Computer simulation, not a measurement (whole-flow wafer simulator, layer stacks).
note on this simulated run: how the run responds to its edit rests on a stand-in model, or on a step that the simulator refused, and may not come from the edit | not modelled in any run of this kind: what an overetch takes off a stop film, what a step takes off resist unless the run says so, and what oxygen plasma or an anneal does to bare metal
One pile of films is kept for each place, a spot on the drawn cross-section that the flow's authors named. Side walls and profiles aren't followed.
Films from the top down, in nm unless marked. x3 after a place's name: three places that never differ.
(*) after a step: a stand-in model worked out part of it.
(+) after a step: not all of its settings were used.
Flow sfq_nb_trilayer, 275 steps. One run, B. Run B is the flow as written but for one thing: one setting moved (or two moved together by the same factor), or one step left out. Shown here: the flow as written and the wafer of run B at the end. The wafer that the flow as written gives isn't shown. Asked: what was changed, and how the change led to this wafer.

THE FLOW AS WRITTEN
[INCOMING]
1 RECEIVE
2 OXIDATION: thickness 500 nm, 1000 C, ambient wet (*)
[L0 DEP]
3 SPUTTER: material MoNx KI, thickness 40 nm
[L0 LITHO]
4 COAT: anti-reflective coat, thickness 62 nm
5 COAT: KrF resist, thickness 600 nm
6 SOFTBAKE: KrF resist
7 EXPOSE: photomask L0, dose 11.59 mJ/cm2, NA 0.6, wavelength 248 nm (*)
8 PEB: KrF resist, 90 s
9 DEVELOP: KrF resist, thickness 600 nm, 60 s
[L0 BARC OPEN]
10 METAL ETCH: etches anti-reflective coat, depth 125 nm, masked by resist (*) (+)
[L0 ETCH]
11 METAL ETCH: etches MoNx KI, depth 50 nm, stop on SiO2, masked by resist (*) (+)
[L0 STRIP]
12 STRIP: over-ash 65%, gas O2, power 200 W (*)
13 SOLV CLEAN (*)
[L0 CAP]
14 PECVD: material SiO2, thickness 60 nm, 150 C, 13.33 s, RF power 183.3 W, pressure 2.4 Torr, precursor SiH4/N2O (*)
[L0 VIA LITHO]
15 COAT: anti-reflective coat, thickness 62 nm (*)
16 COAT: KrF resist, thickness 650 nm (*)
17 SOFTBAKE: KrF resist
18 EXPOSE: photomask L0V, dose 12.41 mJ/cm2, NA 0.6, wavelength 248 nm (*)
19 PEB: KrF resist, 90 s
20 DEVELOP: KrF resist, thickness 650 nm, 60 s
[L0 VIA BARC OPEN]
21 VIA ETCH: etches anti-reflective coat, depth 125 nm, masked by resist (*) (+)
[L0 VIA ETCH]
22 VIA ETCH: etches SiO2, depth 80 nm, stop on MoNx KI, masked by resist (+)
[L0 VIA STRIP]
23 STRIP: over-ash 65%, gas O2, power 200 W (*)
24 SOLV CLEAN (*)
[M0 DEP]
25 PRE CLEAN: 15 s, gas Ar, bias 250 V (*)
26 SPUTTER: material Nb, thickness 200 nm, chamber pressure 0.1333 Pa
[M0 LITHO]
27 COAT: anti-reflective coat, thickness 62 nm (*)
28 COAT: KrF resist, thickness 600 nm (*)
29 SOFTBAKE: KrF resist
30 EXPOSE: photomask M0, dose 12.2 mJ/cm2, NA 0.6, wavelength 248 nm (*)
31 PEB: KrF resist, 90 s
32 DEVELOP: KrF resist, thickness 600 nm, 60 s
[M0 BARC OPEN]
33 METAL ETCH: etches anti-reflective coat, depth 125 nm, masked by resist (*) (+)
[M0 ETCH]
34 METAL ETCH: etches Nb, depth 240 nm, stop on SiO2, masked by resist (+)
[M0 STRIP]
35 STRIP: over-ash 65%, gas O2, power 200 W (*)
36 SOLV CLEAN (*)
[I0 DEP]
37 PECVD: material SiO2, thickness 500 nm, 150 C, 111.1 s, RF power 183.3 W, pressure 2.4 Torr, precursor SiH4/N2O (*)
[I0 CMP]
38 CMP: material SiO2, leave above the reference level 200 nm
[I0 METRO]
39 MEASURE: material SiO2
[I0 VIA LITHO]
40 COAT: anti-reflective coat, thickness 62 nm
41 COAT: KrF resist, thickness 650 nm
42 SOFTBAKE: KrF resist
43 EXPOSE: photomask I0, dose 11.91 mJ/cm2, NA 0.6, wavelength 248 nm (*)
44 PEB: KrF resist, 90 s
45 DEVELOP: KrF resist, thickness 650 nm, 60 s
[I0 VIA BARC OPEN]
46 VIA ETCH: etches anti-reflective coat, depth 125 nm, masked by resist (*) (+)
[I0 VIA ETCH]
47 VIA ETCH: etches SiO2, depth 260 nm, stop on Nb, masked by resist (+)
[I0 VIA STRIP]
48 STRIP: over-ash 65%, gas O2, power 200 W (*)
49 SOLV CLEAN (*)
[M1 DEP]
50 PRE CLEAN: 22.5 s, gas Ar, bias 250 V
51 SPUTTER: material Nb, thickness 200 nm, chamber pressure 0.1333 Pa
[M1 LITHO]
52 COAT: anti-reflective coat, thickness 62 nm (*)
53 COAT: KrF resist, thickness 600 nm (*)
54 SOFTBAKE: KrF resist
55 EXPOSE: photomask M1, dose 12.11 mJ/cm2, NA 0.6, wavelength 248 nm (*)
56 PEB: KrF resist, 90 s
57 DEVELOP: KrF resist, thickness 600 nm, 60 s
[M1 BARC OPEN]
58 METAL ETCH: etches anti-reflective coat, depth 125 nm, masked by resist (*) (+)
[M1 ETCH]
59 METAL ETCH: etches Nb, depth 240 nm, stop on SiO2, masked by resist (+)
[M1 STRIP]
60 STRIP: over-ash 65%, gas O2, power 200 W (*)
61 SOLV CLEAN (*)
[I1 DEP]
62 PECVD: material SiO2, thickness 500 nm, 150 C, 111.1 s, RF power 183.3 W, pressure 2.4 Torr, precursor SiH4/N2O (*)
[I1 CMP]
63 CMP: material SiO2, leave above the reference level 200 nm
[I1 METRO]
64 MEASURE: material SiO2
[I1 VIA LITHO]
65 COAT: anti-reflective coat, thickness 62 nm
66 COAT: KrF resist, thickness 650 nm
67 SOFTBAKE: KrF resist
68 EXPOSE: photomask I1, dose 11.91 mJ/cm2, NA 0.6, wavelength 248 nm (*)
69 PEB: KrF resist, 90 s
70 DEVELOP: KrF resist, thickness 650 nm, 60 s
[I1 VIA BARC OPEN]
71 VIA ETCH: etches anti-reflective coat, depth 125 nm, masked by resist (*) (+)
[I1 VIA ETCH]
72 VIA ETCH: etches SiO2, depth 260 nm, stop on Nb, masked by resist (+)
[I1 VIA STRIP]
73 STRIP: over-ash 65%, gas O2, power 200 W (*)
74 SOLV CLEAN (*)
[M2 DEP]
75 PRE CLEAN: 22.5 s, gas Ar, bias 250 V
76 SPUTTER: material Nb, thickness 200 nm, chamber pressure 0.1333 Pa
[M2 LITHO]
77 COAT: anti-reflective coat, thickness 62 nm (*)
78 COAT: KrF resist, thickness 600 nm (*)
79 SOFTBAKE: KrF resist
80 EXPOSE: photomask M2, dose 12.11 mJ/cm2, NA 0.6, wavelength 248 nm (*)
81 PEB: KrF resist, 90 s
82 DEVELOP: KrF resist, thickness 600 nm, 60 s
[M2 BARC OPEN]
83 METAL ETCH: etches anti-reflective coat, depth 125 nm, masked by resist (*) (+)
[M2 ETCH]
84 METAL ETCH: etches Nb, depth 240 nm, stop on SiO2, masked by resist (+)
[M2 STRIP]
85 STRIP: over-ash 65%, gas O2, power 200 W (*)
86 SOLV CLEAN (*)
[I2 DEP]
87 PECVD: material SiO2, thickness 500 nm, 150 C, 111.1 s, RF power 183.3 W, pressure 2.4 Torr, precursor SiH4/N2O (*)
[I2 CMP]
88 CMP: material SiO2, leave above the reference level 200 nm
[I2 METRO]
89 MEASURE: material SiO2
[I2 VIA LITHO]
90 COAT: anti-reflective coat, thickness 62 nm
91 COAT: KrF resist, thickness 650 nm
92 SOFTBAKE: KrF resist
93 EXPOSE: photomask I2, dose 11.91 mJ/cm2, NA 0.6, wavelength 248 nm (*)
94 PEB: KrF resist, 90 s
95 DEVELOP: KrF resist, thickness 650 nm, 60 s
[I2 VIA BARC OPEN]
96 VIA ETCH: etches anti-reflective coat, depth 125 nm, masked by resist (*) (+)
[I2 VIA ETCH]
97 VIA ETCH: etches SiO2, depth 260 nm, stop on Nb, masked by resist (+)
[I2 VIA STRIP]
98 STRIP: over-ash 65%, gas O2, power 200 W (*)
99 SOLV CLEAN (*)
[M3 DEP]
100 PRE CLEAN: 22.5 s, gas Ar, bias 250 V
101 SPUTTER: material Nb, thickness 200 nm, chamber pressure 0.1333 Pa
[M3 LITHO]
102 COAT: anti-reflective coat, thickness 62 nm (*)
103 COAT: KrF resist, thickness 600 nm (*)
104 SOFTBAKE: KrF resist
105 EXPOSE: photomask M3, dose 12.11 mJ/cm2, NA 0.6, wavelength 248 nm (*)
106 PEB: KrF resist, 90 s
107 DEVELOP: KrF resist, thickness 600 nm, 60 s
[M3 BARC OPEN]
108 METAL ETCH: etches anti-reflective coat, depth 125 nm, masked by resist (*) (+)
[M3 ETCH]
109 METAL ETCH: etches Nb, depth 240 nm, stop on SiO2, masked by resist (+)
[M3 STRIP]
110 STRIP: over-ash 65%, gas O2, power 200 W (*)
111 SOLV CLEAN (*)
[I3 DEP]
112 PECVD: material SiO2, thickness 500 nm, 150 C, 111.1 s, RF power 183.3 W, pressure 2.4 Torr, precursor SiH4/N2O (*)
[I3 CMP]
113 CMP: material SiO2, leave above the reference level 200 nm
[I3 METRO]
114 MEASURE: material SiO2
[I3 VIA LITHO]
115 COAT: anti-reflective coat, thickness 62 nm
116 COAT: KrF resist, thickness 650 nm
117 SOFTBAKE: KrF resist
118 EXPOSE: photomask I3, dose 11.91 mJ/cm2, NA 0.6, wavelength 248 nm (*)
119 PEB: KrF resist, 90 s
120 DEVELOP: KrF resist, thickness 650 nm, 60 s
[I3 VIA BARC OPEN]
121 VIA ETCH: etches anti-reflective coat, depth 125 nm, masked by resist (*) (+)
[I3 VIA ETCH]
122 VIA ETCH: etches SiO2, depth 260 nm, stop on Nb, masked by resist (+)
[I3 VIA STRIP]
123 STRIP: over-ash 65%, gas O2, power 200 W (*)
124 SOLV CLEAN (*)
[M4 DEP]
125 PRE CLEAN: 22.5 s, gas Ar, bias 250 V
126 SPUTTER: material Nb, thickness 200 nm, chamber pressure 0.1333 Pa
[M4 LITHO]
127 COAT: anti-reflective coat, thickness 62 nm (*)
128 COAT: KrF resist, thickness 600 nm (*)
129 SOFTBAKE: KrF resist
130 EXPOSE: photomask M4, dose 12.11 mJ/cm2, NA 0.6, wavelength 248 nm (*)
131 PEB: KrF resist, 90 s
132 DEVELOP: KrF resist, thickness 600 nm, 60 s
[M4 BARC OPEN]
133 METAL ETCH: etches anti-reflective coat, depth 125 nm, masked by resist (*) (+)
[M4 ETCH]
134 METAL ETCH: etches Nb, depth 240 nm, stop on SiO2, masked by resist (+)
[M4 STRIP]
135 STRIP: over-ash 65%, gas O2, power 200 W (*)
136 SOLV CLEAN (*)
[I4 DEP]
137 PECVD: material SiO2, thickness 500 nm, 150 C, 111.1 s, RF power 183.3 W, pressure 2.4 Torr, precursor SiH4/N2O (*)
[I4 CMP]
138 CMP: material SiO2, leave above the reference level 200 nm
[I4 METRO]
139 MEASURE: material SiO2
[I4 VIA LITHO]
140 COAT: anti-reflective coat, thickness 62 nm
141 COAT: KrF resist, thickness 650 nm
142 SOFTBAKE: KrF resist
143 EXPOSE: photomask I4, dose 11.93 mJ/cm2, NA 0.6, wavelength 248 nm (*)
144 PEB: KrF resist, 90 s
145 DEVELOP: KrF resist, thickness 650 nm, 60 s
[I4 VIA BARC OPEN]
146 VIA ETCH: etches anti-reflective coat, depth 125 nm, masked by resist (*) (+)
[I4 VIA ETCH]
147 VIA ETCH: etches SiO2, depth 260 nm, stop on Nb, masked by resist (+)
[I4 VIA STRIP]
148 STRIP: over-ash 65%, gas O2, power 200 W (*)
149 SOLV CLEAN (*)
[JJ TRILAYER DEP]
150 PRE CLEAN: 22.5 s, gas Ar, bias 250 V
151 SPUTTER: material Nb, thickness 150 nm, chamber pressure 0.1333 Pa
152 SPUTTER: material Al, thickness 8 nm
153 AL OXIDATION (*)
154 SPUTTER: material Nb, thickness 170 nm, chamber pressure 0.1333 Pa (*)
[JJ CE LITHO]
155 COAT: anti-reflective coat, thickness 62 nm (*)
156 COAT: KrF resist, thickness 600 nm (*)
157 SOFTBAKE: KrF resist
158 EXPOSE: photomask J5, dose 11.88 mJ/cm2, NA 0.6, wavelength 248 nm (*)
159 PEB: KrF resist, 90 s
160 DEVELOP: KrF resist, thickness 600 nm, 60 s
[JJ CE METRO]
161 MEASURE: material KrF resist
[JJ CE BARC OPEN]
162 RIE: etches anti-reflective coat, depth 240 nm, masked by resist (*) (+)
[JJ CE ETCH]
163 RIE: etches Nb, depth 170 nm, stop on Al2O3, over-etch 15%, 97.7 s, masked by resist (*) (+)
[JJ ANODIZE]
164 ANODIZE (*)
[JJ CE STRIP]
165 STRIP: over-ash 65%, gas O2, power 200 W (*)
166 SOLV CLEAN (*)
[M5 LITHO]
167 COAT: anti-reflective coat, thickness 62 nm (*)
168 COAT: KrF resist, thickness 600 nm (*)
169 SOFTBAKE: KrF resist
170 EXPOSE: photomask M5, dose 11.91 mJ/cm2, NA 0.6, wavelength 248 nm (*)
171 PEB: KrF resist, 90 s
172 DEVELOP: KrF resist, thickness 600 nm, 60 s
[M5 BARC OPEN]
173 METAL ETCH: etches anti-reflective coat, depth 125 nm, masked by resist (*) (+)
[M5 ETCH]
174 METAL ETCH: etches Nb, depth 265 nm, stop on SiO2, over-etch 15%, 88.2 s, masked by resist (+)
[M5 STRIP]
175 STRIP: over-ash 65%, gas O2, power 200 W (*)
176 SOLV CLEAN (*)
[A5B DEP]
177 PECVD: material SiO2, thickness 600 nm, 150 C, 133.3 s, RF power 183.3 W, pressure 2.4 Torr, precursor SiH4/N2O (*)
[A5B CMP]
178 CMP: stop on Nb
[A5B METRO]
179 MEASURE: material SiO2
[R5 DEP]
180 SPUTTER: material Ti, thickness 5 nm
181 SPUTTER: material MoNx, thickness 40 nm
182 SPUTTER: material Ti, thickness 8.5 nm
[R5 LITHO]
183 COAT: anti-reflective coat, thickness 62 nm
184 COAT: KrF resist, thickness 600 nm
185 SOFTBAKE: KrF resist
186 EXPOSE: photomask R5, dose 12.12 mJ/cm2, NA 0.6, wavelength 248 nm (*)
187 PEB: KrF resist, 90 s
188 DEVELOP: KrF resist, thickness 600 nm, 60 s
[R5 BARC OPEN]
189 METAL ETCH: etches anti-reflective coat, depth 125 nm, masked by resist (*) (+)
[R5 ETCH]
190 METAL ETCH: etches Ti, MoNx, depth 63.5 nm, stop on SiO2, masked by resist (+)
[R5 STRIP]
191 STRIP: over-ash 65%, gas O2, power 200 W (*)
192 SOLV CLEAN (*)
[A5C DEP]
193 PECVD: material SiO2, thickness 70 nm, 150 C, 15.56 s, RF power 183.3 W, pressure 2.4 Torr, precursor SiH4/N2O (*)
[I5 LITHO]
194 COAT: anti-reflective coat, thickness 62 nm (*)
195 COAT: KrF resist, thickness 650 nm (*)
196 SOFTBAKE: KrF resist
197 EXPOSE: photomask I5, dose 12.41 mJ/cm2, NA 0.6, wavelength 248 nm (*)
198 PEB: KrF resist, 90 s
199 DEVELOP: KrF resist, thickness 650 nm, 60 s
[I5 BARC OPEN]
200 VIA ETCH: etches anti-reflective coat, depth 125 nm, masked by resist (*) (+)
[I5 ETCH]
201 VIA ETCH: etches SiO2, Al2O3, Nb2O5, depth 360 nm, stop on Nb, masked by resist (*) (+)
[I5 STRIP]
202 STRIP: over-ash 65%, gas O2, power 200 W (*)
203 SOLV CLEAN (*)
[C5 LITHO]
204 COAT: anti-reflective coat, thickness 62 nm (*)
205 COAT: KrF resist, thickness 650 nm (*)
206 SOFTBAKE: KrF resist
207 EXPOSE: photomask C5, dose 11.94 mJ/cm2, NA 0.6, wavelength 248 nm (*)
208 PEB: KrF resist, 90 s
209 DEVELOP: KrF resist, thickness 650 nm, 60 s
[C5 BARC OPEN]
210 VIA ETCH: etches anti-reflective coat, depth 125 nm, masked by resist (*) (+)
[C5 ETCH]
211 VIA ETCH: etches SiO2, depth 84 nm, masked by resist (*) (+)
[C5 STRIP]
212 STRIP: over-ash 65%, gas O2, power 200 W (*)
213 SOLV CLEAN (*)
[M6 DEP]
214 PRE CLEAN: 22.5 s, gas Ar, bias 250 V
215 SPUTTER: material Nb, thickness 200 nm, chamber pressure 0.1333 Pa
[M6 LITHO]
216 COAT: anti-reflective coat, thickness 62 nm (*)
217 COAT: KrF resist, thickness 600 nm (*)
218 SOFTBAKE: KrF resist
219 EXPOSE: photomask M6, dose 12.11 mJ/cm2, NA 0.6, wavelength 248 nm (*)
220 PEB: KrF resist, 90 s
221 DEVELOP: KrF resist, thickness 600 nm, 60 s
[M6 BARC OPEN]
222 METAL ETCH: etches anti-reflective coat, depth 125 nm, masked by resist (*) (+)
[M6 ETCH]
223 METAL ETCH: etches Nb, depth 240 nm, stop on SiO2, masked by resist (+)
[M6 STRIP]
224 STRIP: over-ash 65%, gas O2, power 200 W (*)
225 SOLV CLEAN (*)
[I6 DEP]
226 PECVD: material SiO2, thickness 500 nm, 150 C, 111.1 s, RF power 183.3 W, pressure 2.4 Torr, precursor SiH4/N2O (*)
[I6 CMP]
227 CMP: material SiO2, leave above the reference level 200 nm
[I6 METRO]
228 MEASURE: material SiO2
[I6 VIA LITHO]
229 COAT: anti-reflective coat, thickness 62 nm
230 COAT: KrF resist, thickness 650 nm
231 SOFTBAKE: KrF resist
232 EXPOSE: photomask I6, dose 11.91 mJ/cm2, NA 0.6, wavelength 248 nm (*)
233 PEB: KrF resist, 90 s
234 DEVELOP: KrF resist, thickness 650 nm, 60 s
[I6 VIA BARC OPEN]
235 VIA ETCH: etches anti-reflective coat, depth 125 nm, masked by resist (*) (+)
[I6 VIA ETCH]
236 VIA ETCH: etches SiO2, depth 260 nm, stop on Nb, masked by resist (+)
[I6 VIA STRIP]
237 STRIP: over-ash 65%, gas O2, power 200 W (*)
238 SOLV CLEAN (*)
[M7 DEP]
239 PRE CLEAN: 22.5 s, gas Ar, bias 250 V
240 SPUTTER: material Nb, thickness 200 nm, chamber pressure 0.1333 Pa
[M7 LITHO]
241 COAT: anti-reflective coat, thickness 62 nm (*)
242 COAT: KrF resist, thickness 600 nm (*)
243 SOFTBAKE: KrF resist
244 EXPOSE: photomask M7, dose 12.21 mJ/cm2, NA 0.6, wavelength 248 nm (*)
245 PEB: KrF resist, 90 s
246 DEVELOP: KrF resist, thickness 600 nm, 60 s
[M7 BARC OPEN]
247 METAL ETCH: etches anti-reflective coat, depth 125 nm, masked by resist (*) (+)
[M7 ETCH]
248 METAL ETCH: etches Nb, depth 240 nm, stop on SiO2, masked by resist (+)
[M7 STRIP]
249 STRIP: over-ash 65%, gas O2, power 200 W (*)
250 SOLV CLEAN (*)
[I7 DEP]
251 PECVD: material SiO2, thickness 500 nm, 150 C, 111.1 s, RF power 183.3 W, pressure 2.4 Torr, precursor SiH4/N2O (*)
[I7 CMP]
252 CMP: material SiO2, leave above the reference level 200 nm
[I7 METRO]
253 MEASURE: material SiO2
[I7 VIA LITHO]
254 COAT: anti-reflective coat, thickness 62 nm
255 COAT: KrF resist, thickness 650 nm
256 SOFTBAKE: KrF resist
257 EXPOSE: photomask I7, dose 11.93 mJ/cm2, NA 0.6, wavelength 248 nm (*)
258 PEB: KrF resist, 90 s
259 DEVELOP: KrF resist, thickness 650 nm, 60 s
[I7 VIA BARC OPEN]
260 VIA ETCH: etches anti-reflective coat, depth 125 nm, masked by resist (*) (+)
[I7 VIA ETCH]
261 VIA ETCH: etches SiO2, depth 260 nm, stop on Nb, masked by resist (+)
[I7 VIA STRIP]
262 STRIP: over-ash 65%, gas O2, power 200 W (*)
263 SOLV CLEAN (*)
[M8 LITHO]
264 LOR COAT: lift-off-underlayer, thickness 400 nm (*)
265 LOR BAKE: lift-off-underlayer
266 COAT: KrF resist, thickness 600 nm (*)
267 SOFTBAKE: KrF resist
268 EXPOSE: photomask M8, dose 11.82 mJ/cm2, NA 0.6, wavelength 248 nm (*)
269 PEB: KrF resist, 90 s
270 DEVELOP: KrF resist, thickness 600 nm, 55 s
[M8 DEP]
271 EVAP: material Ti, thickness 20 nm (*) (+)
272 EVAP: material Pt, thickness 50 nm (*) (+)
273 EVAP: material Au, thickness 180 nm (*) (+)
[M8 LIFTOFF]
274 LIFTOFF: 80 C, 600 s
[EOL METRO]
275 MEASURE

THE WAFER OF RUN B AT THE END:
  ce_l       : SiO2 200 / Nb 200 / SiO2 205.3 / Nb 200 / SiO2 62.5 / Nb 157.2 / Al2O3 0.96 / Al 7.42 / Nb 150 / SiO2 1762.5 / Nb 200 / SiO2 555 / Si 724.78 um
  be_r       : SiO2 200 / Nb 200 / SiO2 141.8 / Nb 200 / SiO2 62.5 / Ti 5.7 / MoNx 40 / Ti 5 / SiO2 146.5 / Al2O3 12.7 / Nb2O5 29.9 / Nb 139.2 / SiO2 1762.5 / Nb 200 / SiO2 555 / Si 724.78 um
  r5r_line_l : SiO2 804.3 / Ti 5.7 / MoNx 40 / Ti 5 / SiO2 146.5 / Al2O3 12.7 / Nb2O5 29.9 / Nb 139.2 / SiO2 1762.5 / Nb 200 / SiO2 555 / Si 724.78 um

The cause: step 182, SPUTTER: thickness 5.7 nm was run, where the flow has thickness 8.5 nm.
It can be read off the wafer: be_r has Ti 5.7, and step 182 as written asks for 8.5 nm.

How the change led to this, step by step:
  182 SPUTTER: material Ti, thickness 8.5 nm
      field_l, v_sur, via_wl and 103 more: Ti +5.7 (new film) (as written it would be: Ti +8.5 (new film))
  190 METAL ETCH: etches Ti, MoNx, depth 63.5 nm, stop on SiO2, masked by resist (+)
      field_l, v_sur, via_wl and 92 more: Ti -5.7 (all of it), MoNx -40 (all of it), Ti -5 (all of it) (as written it would be: Ti -8.5 (all of it), MoNx -40 (all of it), Ti -5 (all of it))
      ce_l, c5j, ce_r, wl_jj: Ti -5.7 (all of it), MoNx -40 (all of it), Ti -5 (all of it), Nb -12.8 (as written it would be: Ti -8.5 (all of it), MoNx -40 (all of it), Ti -5 (all of it), Nb -10)
  216 COAT: anti-reflective coat, thickness 62 nm (*)
      sp_r: anti-reflective coat +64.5 (new film) (as written it would be: anti-reflective coat +65.9 (new film))
  224 STRIP: over-ash 65%, gas O2, power 200 W (*)
      sp_r: KrF resist -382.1 (all of it), anti-reflective coat -64.5 (all of it) (as written it would be: KrF resist -382 (all of it), anti-reflective coat -65.9 (all of it))
